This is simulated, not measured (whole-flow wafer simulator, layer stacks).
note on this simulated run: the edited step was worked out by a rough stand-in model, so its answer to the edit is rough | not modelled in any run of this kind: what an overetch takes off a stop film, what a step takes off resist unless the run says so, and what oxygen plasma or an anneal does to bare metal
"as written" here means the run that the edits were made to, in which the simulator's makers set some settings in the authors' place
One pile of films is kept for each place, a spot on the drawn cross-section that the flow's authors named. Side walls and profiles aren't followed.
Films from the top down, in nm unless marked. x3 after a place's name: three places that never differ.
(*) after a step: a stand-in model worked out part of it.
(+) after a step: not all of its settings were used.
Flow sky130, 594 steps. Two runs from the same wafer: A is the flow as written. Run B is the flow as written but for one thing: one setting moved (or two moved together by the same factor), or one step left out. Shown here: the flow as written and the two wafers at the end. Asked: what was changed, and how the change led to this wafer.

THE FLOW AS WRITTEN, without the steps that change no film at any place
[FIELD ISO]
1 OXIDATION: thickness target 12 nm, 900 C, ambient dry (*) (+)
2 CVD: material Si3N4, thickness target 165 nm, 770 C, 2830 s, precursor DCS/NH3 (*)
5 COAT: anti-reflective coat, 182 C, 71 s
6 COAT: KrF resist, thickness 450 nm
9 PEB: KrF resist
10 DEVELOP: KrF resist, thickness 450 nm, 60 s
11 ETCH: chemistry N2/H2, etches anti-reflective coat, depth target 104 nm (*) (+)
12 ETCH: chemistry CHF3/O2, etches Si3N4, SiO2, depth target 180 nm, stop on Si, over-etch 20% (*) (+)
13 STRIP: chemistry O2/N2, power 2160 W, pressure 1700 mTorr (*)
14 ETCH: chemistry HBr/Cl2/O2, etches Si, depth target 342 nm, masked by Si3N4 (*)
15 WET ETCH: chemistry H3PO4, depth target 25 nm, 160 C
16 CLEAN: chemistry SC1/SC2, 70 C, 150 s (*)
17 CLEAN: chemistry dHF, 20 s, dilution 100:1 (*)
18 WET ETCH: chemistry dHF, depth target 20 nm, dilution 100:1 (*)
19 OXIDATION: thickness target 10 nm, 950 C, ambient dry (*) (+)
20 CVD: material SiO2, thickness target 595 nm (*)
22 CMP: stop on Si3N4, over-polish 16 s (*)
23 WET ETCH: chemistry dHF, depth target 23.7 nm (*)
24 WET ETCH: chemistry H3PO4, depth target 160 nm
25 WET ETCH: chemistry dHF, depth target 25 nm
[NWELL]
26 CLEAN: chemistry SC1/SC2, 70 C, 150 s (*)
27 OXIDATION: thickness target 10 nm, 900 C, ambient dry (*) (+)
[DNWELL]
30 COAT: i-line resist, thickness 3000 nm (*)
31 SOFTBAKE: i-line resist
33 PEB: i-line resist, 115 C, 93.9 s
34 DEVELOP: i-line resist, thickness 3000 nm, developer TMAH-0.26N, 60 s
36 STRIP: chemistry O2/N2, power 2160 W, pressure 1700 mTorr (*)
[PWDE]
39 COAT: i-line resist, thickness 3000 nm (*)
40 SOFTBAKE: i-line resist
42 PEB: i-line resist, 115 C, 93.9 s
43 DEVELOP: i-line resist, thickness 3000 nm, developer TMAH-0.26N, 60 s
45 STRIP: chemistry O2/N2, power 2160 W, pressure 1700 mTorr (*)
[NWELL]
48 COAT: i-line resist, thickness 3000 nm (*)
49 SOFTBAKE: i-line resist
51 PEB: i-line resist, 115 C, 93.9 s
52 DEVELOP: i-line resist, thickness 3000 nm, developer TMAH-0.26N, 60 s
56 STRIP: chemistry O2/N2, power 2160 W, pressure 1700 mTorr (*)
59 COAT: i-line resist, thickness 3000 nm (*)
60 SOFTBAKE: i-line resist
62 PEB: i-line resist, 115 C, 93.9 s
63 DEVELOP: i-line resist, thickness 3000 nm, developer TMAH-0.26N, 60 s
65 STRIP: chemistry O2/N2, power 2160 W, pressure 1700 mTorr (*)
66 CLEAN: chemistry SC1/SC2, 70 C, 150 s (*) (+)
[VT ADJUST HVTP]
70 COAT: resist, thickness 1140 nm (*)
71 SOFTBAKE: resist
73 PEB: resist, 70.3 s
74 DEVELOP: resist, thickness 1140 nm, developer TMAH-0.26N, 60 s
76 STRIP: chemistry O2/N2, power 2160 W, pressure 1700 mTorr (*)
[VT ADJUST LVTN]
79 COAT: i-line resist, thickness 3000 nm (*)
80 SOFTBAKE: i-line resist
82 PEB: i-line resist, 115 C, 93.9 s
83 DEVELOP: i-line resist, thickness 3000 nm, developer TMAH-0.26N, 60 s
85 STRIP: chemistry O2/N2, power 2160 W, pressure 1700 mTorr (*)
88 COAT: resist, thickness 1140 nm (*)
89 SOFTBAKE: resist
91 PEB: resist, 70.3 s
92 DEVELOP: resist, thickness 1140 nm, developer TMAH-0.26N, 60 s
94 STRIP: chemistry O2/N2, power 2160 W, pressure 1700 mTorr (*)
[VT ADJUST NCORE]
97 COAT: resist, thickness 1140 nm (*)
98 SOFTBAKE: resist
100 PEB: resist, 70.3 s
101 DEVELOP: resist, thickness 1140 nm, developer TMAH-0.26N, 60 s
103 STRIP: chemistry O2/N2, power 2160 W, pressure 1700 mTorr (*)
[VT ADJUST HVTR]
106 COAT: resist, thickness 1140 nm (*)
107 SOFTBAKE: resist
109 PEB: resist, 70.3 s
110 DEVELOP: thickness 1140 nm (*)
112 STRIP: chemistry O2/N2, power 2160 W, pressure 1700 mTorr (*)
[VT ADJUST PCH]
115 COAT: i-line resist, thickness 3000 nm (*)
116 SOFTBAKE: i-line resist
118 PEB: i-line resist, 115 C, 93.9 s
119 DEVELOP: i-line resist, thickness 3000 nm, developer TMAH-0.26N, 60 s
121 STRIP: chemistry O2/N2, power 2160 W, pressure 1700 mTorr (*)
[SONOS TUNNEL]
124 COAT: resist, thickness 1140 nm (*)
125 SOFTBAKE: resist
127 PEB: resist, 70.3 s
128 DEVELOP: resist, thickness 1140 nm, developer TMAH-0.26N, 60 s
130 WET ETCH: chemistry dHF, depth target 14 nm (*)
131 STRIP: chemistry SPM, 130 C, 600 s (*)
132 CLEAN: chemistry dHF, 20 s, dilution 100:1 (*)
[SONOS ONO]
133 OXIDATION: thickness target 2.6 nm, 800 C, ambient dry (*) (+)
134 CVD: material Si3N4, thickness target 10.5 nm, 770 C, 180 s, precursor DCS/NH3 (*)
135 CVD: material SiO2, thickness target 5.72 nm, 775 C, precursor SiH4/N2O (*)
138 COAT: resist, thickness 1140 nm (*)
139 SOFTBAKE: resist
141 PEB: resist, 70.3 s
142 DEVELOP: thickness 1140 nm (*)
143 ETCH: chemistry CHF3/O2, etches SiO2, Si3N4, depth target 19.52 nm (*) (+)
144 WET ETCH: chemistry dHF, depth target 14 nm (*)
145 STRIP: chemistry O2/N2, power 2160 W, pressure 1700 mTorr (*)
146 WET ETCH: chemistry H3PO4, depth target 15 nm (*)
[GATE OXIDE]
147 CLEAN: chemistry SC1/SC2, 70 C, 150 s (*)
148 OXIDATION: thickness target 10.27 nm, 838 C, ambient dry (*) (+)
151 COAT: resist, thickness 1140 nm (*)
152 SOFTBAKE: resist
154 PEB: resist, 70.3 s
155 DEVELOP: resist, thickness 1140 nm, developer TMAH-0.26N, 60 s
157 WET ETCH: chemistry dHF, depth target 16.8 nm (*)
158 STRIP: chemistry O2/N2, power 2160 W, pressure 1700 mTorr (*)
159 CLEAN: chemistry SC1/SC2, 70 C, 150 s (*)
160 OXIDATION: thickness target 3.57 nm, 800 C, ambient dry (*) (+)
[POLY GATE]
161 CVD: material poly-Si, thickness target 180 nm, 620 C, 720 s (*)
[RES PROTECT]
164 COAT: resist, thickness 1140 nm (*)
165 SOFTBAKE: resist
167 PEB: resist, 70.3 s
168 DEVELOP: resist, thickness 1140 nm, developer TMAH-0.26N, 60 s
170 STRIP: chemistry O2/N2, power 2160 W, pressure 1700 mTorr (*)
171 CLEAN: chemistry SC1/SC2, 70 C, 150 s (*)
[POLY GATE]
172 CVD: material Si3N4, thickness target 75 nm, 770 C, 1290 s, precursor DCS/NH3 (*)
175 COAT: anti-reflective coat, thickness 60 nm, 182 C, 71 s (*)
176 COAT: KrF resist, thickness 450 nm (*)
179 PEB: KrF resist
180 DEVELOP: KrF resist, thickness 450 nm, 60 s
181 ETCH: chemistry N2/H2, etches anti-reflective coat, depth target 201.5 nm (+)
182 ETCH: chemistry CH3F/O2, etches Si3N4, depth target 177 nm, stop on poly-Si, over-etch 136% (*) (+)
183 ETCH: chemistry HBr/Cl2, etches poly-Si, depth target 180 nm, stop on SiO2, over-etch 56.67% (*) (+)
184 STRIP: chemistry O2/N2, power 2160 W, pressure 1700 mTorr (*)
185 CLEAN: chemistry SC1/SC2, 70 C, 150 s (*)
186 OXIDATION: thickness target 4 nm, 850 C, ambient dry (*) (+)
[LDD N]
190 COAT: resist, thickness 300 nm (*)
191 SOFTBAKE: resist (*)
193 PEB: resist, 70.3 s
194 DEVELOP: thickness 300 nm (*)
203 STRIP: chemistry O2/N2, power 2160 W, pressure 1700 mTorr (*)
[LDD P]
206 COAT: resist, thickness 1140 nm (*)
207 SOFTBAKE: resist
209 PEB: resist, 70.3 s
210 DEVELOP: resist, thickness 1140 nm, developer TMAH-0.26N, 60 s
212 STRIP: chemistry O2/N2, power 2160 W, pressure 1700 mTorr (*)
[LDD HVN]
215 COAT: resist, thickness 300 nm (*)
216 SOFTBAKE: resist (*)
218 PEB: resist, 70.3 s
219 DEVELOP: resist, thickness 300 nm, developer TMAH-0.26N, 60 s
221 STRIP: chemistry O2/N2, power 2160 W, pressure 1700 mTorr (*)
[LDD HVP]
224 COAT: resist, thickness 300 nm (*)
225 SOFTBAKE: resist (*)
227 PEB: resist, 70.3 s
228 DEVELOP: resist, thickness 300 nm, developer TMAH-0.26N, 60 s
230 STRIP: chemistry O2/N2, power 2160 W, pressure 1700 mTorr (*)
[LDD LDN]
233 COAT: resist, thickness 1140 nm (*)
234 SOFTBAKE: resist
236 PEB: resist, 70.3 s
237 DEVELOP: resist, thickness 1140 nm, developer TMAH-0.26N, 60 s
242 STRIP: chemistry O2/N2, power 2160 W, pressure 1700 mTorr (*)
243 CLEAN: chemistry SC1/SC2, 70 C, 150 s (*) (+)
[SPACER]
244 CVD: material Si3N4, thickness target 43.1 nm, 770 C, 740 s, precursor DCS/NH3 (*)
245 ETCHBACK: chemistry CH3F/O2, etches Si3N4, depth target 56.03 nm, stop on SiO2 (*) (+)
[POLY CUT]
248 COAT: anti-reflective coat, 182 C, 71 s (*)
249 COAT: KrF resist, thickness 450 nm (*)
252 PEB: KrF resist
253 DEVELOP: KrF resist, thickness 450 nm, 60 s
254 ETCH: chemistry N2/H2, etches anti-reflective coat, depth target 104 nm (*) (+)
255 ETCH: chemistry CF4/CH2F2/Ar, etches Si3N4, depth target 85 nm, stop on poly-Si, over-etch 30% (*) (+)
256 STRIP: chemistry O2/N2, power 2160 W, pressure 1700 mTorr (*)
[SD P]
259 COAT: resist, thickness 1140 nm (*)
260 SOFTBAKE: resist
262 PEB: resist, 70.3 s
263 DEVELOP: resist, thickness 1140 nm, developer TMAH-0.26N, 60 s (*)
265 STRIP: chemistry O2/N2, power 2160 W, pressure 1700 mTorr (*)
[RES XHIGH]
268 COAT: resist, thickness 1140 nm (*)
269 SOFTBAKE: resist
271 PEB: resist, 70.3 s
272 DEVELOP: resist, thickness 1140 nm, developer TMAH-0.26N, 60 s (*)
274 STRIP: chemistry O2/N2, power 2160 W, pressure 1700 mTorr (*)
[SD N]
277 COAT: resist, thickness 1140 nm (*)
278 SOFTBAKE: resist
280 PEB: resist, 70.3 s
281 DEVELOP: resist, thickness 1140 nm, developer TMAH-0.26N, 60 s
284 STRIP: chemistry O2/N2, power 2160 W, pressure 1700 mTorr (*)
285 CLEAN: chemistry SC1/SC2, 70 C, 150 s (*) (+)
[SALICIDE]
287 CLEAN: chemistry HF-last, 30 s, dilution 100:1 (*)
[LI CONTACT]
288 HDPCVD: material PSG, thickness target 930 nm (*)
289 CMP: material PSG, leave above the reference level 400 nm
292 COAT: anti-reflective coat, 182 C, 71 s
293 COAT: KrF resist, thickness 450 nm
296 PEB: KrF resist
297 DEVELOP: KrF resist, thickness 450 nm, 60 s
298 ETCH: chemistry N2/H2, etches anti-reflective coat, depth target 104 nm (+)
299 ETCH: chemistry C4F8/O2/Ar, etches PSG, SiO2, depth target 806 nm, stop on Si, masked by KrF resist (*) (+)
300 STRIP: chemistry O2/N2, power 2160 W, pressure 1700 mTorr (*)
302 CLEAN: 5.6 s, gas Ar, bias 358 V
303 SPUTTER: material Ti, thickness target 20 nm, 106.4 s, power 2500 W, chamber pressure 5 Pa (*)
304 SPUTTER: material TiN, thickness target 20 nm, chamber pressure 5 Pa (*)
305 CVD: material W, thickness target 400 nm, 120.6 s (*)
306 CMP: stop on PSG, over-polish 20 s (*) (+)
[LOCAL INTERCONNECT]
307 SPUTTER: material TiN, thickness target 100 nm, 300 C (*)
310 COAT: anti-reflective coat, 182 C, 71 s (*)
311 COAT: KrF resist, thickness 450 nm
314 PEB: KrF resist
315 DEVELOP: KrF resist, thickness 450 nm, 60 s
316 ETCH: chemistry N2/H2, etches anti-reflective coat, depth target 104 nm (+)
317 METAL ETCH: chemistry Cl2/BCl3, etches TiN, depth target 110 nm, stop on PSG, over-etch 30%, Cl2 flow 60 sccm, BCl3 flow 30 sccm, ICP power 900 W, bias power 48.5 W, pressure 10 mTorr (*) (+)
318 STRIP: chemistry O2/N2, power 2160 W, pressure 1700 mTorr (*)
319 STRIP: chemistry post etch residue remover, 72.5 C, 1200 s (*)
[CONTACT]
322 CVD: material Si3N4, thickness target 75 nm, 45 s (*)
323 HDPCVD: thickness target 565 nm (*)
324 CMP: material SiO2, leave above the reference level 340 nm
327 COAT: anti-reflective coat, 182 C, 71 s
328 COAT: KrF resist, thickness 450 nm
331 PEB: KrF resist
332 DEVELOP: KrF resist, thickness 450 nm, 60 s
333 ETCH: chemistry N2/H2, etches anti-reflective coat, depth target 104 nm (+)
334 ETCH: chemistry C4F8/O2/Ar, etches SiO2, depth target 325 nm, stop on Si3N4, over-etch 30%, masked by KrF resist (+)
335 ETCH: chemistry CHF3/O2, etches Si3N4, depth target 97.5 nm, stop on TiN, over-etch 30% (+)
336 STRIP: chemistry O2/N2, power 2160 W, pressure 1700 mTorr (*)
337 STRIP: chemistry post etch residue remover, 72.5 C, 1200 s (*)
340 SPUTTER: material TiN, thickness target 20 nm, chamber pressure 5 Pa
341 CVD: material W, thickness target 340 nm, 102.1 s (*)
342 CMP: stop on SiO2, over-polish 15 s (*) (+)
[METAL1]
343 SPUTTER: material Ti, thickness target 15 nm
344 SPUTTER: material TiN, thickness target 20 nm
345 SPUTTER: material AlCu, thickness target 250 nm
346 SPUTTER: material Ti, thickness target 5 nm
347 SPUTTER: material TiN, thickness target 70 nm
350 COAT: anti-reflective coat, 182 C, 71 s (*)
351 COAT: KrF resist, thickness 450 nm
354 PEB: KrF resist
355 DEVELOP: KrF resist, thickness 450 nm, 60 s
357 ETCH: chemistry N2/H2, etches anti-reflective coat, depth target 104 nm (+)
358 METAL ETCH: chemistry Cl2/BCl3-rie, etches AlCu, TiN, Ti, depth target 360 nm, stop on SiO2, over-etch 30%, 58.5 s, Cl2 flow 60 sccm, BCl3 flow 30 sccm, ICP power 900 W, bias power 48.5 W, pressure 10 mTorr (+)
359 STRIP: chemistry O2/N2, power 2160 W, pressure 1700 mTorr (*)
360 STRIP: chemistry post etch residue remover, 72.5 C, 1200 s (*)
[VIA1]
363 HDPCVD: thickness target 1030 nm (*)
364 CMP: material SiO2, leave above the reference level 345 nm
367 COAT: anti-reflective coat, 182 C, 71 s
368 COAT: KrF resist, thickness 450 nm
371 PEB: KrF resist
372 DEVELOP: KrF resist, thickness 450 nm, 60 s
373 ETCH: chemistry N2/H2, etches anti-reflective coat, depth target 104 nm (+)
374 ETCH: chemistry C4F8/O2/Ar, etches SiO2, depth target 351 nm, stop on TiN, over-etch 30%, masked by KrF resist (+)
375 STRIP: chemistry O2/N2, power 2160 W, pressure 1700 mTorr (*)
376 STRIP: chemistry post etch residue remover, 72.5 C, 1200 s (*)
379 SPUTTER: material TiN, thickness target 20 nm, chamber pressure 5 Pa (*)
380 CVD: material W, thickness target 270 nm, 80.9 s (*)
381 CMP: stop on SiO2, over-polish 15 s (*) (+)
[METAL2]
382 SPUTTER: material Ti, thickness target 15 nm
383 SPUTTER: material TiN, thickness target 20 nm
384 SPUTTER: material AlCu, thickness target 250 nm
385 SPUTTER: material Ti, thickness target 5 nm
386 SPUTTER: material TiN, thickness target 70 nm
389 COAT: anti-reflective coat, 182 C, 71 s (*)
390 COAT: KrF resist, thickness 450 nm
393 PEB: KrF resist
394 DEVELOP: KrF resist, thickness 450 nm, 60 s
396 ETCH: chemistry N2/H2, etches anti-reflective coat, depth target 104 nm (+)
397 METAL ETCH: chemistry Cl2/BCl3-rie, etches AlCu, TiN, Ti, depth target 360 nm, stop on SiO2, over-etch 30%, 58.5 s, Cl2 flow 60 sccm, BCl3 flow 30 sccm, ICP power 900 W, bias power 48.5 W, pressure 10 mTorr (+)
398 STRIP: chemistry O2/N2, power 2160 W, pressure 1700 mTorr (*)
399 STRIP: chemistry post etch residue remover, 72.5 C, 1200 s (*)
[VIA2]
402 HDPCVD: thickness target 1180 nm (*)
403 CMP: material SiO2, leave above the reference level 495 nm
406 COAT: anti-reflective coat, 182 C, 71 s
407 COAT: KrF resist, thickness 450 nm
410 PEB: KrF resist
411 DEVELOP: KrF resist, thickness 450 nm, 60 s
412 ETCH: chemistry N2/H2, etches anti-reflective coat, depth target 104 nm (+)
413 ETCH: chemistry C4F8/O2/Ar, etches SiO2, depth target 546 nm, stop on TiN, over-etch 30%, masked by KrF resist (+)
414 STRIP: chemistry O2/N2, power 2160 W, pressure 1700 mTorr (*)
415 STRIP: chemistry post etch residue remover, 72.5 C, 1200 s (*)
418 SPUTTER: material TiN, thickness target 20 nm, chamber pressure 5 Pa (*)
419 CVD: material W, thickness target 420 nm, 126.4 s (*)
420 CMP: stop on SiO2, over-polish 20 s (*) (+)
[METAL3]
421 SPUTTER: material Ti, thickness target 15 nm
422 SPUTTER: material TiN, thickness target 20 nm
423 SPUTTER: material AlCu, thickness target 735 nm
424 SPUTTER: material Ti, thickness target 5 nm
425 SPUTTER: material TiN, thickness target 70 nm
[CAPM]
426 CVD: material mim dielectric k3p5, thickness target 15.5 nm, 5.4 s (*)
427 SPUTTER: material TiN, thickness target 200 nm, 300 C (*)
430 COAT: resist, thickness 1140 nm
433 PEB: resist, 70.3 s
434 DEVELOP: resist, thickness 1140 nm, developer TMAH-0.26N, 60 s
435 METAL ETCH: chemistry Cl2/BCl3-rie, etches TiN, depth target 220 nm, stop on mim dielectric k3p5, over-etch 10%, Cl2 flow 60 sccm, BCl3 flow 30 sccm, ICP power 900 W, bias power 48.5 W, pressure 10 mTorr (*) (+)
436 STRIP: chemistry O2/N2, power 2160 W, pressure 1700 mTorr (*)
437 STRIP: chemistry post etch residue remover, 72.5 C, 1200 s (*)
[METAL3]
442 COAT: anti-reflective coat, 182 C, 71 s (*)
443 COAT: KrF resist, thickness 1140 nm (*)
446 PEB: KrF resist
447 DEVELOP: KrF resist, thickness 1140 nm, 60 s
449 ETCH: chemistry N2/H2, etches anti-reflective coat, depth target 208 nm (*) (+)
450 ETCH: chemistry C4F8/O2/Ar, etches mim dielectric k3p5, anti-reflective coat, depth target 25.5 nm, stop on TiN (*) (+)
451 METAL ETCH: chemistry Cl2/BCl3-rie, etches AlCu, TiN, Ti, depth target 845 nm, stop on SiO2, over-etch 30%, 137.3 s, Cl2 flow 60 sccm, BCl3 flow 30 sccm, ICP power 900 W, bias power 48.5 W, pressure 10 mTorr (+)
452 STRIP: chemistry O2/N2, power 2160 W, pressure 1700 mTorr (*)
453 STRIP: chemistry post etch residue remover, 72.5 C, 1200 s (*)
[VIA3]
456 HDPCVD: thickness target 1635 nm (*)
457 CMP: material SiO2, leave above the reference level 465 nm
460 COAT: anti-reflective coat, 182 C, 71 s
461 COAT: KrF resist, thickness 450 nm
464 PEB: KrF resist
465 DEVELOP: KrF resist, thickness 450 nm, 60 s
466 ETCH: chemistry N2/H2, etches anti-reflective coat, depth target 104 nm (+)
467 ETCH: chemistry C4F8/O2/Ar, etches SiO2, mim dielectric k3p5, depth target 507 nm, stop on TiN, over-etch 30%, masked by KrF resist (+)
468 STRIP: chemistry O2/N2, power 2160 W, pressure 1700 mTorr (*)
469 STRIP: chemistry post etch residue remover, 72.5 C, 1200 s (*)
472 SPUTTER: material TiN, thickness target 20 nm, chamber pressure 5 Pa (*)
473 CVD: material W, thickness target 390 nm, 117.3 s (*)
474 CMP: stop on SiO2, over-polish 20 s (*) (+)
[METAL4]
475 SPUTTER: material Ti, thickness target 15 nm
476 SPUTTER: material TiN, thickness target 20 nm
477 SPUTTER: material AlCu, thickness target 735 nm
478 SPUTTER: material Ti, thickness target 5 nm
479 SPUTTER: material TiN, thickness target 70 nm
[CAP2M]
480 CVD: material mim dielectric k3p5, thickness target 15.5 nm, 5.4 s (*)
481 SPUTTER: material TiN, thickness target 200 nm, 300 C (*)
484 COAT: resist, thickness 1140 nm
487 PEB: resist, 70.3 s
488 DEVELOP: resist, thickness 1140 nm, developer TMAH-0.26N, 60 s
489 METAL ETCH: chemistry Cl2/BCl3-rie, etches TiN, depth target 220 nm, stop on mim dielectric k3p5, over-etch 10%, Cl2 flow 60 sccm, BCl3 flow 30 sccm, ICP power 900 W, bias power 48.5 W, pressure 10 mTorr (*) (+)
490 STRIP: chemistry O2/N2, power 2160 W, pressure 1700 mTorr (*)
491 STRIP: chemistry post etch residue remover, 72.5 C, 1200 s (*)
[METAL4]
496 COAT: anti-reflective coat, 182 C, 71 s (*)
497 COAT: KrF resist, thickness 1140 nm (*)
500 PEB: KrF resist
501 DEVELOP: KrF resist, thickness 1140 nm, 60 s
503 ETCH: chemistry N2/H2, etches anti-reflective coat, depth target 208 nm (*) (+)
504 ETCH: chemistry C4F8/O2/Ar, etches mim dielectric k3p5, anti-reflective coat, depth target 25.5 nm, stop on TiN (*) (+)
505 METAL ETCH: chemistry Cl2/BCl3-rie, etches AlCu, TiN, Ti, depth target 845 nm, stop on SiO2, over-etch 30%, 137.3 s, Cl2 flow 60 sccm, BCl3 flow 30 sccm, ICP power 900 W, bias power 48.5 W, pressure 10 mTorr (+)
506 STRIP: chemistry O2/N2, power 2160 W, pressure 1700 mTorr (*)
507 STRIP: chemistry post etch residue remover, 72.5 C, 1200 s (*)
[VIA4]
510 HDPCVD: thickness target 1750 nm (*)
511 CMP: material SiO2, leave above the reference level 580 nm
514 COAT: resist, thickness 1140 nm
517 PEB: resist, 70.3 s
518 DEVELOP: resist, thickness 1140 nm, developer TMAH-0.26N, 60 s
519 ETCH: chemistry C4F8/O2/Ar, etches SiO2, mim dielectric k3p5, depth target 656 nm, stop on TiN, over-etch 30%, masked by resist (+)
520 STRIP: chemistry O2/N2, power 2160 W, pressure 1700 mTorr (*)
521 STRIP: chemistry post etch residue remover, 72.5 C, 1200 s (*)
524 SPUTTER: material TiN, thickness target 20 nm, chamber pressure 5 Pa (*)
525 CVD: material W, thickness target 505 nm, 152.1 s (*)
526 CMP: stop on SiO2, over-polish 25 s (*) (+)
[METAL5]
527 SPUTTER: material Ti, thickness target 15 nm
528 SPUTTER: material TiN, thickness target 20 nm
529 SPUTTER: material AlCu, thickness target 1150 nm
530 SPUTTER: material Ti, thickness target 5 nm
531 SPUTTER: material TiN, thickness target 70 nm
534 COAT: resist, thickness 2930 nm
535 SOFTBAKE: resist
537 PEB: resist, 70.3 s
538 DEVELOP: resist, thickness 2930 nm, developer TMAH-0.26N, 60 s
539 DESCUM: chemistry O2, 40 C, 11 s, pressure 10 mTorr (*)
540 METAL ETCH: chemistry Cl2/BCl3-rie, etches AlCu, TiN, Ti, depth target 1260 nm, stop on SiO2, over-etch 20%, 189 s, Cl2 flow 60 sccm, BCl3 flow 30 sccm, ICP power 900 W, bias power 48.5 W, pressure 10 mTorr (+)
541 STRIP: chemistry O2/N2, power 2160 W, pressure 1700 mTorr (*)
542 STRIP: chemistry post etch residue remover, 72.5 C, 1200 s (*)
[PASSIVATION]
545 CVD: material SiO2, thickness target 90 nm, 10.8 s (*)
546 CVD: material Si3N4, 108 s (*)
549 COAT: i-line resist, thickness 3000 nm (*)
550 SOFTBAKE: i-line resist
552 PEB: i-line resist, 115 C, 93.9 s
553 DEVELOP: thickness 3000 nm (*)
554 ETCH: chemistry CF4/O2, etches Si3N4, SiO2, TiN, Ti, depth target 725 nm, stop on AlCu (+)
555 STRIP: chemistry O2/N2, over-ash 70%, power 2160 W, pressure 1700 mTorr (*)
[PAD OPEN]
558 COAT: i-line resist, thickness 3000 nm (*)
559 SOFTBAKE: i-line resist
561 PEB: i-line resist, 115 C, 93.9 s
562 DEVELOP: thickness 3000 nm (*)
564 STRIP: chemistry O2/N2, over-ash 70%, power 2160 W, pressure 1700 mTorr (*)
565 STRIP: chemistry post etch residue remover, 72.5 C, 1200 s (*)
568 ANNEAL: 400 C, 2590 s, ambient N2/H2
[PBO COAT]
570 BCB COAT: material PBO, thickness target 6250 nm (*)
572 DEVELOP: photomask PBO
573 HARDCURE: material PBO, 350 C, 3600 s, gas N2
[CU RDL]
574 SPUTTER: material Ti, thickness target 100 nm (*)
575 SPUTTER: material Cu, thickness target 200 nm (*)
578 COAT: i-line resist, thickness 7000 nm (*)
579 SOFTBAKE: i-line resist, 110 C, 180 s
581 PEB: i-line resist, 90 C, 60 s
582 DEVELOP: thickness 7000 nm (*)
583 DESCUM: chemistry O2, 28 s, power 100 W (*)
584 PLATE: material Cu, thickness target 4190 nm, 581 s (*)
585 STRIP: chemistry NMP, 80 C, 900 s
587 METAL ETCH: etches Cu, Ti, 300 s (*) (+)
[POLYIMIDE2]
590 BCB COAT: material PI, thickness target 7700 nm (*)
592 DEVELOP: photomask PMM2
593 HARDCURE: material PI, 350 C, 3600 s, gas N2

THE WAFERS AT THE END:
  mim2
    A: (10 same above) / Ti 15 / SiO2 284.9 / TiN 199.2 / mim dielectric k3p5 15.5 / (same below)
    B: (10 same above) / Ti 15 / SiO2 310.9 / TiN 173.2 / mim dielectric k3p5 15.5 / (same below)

The cause: step 481, SPUTTER: thickness target 174 nm was run, where the flow has thickness target 200 nm.

How the change led to this, step by step:
  481 SPUTTER: material TiN, thickness target 200 nm, 300 C (*)
      field, active, n_well and 189 more: A TiN +200 (new film) | B TiN +174 (new film)
  489 METAL ETCH: chemistry Cl2/BCl3-rie, etches TiN, depth target 220 nm, stop on mim dielectric k3p5, over-etch 10%, Cl2 flow 60 sccm, BCl3 flow 30 sccm, ICP power 900 W, bias power 48.5 W, pressure 10 mTorr (*) (+)
      field, active, n_well and 188 more: A TiN -200 (all of it) | B TiN -174 (all of it)
      mim2: A resist -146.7 | B resist -127.6
  496 COAT: anti-reflective coat, 182 C, 71 s (*)
      iso_guard__w2: A anti-reflective coat +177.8 (new film) | B anti-reflective coat +160.8 (new film)
      mim2: A anti-reflective coat +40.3 (new film) | B anti-reflective coat +34.6 (new film)
  497 COAT: KrF resist, thickness 1140 nm (*)
      mim2: A KrF resist +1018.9 (new film) | B KrF resist +1043.7 (new film)
  506 STRIP: chemistry O2/N2, power 2160 W, pressure 1700 mTorr (*)
      iso_guard__w2: A KrF resist -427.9 (all of it), anti-reflective coat -177.8 (all of it) | B KrF resist -439.3 (all of it), anti-reflective coat -160.8 (all of it)
      mim2: A KrF resist -372.1 (all of it), anti-reflective coat -40.3 (all of it) | B KrF resist -396.8 (all of it), anti-reflective coat -34.6 (all of it)
